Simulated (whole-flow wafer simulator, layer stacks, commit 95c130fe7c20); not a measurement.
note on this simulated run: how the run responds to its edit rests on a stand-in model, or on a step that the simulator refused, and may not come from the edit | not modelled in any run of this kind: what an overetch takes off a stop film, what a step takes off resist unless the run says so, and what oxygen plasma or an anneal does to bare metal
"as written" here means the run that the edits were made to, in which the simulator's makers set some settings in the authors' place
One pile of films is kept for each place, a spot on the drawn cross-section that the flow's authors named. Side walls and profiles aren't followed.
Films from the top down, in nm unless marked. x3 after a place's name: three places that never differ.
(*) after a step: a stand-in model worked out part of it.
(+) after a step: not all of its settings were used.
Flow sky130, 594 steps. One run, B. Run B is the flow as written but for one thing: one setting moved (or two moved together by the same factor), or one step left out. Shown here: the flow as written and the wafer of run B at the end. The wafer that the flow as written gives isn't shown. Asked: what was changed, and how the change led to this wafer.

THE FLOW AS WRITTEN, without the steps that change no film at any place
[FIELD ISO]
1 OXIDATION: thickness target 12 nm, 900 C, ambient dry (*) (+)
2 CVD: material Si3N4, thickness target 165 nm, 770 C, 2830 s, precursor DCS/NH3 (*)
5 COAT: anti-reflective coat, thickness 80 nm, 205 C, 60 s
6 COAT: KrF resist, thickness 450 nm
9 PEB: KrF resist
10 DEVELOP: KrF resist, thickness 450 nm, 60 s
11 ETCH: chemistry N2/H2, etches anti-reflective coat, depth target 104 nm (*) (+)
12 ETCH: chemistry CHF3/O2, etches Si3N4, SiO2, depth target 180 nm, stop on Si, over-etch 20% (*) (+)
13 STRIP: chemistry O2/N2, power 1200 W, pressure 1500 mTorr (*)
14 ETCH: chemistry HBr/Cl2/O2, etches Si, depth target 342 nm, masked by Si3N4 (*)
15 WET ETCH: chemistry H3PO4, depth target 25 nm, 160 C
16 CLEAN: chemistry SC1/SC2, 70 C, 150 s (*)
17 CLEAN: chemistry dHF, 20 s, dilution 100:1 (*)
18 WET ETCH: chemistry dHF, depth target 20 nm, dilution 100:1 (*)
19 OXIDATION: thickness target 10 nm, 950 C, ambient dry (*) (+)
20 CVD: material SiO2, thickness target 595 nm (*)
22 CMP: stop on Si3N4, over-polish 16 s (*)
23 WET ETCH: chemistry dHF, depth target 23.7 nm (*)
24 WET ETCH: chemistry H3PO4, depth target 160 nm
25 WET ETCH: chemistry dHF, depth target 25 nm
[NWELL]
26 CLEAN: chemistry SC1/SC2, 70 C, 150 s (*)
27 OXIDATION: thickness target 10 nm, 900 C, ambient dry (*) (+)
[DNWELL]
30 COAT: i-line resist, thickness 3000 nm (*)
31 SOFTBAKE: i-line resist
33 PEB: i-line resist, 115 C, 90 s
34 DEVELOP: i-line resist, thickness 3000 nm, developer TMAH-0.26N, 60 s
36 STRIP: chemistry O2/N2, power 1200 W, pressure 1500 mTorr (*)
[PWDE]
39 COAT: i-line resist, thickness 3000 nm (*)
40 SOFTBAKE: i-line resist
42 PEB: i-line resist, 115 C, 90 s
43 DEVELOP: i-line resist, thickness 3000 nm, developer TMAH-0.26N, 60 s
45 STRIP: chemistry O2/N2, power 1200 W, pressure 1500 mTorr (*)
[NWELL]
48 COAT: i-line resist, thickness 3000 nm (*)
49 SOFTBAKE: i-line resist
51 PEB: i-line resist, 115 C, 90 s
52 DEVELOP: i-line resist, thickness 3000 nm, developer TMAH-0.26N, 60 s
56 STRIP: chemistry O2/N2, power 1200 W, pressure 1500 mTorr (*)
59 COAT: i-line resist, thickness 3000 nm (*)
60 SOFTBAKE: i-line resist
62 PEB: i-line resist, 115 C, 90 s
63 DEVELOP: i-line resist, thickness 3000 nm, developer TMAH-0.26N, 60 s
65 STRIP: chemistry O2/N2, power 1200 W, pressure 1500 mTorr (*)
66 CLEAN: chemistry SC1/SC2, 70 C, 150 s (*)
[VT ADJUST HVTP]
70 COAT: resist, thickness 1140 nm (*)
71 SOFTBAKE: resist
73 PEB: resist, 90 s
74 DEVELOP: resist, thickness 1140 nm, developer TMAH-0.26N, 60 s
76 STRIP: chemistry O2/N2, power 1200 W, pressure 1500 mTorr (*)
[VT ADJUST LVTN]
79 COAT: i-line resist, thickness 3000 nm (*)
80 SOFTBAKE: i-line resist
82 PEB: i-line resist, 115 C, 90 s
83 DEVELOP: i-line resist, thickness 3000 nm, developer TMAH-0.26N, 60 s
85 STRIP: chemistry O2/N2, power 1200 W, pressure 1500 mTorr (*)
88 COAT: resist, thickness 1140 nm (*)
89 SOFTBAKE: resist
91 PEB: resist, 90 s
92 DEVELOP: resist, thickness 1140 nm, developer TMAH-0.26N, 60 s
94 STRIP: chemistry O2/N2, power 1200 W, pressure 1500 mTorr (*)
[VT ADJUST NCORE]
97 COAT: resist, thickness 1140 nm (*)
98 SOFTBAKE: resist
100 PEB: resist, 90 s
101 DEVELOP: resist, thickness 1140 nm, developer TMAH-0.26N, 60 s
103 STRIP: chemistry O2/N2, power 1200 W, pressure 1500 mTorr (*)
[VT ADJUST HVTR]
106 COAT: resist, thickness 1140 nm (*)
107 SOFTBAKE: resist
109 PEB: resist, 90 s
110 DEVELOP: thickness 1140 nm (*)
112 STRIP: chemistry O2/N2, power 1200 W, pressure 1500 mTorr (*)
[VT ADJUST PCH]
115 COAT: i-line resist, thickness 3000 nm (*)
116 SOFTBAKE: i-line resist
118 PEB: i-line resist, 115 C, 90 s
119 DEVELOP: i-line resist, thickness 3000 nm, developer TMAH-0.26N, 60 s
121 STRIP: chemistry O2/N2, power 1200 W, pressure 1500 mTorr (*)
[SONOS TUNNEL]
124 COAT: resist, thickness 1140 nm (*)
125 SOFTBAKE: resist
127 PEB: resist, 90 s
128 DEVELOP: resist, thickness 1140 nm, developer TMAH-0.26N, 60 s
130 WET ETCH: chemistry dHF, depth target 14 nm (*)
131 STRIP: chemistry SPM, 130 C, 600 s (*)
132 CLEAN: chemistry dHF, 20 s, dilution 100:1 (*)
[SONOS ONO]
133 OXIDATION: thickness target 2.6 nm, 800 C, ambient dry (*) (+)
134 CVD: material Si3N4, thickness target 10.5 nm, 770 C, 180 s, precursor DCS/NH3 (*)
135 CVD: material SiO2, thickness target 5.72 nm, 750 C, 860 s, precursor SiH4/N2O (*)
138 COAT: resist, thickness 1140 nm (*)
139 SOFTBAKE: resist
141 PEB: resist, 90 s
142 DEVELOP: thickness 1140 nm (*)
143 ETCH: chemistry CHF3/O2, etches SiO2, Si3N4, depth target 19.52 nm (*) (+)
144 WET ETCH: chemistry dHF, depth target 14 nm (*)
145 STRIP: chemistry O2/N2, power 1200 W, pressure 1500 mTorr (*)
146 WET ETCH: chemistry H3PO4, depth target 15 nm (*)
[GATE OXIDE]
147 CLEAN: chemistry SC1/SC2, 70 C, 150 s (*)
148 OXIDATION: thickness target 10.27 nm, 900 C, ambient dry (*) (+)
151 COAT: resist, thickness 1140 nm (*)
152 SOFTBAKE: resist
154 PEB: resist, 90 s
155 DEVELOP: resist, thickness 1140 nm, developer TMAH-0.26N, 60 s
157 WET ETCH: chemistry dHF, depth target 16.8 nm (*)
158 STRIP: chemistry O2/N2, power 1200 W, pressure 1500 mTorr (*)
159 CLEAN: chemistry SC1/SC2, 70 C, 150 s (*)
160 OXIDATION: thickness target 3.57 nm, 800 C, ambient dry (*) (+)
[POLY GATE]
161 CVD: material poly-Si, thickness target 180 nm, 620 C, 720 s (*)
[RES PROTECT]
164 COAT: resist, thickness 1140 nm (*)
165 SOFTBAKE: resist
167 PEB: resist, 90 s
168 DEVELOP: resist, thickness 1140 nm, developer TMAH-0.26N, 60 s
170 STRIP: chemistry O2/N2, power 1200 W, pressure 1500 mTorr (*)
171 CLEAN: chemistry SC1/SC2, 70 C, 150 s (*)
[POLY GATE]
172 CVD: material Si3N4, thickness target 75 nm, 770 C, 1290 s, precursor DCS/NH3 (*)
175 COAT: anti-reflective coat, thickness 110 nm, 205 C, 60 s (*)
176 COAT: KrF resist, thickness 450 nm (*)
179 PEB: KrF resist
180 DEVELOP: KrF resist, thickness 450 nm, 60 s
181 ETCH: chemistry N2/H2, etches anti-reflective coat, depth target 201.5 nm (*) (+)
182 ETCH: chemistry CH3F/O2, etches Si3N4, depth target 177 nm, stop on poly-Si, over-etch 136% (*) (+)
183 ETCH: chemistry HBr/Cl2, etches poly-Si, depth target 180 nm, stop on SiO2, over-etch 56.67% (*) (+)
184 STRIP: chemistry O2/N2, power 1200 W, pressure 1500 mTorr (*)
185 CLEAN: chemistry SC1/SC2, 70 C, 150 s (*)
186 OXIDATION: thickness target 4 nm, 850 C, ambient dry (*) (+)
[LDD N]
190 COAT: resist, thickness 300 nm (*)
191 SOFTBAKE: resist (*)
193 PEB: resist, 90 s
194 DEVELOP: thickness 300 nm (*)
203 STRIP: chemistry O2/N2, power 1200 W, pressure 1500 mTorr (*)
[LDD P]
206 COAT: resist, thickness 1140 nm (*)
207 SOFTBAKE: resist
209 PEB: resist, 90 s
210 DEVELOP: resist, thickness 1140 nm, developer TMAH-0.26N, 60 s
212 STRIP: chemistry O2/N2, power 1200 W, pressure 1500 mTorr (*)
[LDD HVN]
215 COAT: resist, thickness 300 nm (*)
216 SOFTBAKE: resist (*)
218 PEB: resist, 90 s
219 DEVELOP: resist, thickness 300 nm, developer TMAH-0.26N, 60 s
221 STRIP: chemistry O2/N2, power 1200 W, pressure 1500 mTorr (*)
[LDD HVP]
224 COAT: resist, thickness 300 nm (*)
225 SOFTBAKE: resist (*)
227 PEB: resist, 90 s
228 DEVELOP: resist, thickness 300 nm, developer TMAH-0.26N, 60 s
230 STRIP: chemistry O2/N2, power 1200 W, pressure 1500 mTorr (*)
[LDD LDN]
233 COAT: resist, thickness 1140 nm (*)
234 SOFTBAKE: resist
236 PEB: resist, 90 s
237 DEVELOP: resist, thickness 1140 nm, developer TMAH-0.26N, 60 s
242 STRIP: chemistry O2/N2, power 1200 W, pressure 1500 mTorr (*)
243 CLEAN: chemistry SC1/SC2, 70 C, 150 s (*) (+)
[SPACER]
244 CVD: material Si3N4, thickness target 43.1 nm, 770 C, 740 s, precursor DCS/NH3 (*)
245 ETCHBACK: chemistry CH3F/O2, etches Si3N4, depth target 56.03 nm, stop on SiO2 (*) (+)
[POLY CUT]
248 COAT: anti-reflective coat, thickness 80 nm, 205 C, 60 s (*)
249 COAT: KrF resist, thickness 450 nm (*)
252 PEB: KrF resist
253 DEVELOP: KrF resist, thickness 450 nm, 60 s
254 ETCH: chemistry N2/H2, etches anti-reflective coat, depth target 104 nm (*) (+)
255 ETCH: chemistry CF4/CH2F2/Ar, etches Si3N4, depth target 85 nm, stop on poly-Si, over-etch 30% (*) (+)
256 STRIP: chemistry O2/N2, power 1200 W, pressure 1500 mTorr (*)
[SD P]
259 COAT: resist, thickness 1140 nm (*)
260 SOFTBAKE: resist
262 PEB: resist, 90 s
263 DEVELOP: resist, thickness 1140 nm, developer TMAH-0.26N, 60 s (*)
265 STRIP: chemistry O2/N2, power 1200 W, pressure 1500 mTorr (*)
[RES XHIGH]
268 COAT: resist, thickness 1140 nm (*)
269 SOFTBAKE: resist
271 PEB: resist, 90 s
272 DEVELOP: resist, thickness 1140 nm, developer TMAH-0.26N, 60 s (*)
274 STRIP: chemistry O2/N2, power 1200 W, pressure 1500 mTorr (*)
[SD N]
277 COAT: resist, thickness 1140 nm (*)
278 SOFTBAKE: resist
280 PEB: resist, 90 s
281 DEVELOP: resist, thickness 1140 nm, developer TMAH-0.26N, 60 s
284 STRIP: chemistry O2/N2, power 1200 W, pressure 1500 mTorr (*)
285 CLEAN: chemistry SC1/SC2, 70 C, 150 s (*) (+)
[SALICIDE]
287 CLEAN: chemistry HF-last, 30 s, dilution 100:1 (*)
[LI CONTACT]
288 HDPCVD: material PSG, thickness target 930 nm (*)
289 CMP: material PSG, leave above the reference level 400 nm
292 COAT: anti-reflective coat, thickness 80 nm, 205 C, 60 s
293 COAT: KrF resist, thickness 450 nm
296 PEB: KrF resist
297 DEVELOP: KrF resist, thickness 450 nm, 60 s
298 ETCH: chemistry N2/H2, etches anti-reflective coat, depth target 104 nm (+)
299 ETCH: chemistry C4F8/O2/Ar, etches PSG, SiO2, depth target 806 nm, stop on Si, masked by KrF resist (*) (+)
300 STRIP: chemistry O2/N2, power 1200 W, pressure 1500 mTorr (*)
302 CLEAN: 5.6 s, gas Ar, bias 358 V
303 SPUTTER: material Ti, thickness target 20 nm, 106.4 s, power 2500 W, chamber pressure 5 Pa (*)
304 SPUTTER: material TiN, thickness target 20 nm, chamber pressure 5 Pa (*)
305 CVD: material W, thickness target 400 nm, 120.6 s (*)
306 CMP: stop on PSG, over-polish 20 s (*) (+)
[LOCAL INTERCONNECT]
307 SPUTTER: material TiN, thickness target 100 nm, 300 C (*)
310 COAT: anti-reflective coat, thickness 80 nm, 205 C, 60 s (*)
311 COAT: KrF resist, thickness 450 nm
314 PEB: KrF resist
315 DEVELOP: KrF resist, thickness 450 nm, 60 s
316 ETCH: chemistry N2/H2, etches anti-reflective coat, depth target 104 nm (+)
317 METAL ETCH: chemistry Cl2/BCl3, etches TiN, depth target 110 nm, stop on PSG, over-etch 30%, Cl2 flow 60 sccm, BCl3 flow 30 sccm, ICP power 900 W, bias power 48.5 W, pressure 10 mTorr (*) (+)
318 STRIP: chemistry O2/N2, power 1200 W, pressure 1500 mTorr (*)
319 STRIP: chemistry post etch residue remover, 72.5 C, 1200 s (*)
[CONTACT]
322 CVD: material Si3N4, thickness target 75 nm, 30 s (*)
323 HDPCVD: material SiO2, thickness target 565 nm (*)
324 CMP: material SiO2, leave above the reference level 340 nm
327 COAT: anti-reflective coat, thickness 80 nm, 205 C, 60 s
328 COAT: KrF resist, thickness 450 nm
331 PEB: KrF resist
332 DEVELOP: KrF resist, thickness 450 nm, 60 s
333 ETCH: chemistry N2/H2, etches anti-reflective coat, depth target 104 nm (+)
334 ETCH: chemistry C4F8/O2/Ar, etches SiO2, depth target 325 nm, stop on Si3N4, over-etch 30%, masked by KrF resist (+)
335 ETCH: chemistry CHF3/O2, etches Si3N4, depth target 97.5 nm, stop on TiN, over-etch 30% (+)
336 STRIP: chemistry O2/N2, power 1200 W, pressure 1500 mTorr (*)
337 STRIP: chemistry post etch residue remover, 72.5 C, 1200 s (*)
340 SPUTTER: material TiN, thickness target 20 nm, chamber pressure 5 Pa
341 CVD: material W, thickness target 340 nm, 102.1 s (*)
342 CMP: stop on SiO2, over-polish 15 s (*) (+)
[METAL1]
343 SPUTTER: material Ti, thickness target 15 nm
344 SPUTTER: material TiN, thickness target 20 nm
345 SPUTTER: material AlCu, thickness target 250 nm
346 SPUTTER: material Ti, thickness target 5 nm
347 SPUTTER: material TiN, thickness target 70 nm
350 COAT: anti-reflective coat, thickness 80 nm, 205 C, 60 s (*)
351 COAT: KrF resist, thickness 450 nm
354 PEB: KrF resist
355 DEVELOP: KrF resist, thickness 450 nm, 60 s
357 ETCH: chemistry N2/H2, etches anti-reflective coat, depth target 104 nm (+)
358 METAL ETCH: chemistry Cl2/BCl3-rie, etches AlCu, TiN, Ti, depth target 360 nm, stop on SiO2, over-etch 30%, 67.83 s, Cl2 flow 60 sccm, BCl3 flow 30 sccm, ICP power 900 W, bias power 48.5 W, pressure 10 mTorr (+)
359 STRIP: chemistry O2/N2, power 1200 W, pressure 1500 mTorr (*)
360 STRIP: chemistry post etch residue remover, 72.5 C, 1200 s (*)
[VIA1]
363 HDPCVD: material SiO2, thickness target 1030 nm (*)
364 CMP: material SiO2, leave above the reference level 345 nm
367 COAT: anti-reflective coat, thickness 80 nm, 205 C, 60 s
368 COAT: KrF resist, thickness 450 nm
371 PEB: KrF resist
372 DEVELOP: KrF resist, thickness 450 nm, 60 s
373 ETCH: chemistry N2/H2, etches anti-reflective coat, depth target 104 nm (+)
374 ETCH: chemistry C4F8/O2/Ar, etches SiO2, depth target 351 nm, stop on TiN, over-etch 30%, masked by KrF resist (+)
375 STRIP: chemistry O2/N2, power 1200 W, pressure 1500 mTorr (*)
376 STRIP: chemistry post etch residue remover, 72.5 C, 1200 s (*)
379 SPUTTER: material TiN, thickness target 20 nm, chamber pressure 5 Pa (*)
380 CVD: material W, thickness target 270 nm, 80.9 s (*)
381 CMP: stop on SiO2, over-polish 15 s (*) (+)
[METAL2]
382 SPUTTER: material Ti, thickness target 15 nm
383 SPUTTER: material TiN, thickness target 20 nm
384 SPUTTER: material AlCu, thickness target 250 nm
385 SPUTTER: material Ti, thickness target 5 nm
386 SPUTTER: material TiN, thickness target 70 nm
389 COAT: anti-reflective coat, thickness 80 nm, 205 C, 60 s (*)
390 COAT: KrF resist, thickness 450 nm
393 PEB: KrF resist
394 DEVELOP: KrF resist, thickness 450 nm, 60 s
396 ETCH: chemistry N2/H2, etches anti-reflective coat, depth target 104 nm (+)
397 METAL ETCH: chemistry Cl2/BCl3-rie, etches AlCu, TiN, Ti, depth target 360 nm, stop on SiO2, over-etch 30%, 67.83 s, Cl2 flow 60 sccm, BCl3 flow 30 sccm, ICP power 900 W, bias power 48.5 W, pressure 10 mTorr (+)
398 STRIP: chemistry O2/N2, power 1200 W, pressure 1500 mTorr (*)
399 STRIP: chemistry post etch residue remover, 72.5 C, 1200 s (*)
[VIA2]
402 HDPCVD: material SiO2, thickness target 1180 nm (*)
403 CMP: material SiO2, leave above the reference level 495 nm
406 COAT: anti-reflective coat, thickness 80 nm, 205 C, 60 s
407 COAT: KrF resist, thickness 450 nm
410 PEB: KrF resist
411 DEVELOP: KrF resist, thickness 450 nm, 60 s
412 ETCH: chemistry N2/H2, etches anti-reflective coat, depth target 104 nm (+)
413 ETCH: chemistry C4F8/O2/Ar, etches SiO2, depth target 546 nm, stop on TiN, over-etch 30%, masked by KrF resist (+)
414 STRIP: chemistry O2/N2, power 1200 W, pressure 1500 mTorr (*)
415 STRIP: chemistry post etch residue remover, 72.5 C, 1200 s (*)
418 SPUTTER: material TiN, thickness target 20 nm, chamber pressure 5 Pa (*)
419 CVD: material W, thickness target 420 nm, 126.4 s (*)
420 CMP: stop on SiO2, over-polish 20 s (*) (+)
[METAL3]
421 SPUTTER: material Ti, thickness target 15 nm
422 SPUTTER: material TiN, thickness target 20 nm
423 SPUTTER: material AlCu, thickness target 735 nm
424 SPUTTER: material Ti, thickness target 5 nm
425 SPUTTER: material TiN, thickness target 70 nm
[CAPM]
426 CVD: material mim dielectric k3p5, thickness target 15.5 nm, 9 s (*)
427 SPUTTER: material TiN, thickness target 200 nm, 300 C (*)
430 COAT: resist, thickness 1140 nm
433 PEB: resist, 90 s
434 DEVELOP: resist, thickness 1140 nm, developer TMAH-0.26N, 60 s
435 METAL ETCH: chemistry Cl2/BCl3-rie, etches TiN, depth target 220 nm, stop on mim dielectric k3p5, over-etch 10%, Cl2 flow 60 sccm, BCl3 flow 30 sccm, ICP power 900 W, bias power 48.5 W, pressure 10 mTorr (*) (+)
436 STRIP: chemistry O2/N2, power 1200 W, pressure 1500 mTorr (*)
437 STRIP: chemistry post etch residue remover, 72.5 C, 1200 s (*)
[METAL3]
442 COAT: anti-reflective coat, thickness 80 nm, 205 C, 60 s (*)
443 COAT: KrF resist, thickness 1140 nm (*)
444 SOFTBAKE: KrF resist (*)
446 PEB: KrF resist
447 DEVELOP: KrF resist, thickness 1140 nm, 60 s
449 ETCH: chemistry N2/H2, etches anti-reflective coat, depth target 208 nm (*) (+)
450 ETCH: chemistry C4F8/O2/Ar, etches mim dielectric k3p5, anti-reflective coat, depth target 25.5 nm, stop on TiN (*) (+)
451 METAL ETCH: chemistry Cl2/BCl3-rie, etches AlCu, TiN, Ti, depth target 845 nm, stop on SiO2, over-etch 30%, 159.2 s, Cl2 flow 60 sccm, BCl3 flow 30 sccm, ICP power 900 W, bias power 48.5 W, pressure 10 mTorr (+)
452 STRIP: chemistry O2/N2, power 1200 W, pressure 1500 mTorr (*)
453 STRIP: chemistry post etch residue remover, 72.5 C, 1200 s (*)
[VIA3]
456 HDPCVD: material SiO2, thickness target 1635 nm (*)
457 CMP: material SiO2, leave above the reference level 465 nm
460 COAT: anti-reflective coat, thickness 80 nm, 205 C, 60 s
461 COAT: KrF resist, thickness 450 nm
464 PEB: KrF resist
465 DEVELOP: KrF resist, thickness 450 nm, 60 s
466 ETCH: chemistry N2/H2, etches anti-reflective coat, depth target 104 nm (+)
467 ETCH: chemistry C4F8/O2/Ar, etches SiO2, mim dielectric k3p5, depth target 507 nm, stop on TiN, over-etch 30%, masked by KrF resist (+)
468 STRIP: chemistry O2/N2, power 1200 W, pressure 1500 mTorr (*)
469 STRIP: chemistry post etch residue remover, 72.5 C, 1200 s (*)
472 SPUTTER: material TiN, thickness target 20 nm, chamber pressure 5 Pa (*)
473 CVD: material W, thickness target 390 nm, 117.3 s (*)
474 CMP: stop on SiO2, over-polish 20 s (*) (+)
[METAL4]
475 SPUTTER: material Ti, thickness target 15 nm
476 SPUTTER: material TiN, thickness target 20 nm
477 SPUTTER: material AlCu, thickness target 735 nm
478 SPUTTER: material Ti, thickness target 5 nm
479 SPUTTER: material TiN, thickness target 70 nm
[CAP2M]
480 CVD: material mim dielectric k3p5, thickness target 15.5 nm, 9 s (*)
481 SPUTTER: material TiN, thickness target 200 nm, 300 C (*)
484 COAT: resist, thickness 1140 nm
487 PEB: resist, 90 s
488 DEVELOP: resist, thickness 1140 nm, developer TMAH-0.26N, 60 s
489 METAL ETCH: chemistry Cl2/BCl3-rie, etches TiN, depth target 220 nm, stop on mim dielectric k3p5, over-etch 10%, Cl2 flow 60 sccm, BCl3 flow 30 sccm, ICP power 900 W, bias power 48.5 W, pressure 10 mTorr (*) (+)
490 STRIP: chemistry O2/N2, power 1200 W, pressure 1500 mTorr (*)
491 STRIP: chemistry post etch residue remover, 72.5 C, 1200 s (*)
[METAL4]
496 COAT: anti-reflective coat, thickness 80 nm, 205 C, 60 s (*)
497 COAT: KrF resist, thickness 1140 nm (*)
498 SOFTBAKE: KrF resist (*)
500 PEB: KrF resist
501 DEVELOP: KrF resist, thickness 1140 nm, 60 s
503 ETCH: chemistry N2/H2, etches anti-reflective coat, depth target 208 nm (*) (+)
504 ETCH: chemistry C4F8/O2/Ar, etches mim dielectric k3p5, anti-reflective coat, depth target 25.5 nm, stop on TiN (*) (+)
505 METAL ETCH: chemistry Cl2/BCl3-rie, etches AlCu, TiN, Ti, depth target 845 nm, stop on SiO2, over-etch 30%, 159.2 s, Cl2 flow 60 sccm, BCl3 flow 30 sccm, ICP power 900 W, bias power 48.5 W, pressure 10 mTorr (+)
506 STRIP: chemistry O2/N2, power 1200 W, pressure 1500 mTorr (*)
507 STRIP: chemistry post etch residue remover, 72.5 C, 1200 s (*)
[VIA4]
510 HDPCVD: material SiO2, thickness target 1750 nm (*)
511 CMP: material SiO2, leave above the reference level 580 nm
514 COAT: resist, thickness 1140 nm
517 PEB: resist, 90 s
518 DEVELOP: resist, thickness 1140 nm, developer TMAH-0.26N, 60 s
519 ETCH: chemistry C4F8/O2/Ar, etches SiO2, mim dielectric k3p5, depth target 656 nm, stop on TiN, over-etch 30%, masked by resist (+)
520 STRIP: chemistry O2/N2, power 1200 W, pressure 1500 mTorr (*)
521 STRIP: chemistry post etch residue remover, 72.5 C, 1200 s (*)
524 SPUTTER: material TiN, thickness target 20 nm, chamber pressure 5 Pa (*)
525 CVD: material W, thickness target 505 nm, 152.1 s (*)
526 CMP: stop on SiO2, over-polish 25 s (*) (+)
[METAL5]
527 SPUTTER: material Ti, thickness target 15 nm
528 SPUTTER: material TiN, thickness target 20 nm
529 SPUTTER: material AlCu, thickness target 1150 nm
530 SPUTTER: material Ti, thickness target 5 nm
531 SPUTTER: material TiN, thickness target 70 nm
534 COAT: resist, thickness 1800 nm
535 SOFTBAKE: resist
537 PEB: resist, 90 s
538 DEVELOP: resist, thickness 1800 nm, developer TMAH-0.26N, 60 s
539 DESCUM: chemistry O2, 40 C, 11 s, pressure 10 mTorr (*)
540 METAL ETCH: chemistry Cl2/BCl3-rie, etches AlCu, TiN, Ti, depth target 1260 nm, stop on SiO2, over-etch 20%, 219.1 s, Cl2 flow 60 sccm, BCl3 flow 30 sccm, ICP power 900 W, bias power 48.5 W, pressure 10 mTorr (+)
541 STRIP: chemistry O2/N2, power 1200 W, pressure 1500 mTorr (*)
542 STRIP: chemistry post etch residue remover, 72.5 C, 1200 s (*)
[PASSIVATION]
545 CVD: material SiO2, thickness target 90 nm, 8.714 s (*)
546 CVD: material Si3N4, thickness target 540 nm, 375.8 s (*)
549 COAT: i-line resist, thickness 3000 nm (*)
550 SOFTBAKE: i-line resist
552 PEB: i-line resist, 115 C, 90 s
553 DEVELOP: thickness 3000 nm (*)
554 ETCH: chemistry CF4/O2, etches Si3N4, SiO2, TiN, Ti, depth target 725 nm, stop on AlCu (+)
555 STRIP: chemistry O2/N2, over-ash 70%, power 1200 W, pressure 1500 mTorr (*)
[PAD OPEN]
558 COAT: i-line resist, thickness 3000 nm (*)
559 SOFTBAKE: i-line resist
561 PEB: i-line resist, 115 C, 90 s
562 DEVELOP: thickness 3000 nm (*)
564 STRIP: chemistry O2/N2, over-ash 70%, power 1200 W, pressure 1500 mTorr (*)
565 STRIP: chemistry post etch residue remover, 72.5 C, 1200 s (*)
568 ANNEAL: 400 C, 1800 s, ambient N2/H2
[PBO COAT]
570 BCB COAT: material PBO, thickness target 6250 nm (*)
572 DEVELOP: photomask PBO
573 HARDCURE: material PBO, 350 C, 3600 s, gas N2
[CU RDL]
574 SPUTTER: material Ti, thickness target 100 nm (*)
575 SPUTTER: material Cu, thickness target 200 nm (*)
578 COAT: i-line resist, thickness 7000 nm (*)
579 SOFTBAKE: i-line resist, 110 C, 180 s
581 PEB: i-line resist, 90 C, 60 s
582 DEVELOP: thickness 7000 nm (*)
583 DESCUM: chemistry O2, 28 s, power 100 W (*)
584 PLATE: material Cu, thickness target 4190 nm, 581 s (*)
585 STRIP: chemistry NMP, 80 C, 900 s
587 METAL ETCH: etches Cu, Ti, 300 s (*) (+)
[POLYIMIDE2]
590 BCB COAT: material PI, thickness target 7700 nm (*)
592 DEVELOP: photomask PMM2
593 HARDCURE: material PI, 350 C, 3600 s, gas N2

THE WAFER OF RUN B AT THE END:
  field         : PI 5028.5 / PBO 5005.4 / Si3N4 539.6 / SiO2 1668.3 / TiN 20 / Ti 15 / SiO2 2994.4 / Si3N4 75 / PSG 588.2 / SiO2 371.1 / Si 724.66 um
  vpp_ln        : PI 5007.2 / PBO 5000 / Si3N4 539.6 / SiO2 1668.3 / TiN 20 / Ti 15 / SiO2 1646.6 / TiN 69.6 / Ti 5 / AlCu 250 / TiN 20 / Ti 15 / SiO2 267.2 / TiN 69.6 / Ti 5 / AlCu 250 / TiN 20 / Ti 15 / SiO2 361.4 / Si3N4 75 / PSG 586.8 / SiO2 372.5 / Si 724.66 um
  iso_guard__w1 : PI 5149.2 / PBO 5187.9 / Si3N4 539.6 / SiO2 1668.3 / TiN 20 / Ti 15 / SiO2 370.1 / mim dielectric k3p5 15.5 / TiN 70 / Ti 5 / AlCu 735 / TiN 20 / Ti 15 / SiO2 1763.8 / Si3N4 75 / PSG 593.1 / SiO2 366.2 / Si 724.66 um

The cause: step 477, SPUTTER: thickness target 1029 nm was run, where the flow has thickness target 735 nm.

How the change led to this, step by step:
  477 SPUTTER: material AlCu, thickness target 735 nm
      field, active, n_well and 189 more: AlCu +1029 (new film) (as written it would be: AlCu +735 (new film))
  505 METAL ETCH: chemistry Cl2/BCl3-rie, etches AlCu, TiN, Ti, depth target 845 nm, stop on SiO2, over-etch 30%, 159.2 s, Cl2 flow 60 sccm, BCl3 flow 30 sccm, ICP power 900 W, bias power 48.5 W, pressure 10 mTorr (+)
      field, active, gate and 70 more: TiN -70 (all of it), Ti -5 (all of it), AlCu -1023.5 (as written it would be: TiN -70 (all of it), Ti -5 (all of it), AlCu -735 (all of it), TiN -20 (all of it), Ti -15 (all of it), SiO2 -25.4)
      vpp_iso1, mim_edge_plate, m1_ln and 12 more: TiN -70 (all of it), Ti -5 (all of it), AlCu -1023.5 (as written it would be: TiN -70 (all of it), Ti -5 (all of it), AlCu -735 (all of it), TiN -20 (all of it), Ti -15 (all of it), SiO2 -25.3)
  507 STRIP: chemistry post etch residue remover, 72.5 C, 1200 s (*)
      field, active, gate and 85 more: AlCu -5.5 (all of it) (as written it would be: nothing)
  510 HDPCVD: material SiO2, thickness target 1750 nm (*)
      field, active, gate and 85 more: SiO2 +1750 (new film) (as written it would be: SiO2 +1750)
  511 CMP: material SiO2, leave above the reference level 580 nm
      field, active, gate and 76 more: SiO2 -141 (as written it would be: SiO2 -374.7)
      iso_guard__w1, mim_edge_gap, vpp_l1ln and 6 more: SiO2 -141 (as written it would be: SiO2 -374.6)
Counting metal films that touch as one body, field has 1 body; the flow as written gives 0 bodies.
Counting metal films that touch as one body, vpp_ln has 3 bodies (between them, from the top down: SiO2 1646.6; SiO2 267.2); the flow as written gives 2 bodies (between them, from the top down: SiO2 267.2).
Counting metal films that touch as one body, iso_guard__w1 has 2 bodies (between them, from the top down: SiO2 370.1 / mim dielectric k3p5 15.5); the flow as written gives 1 body.
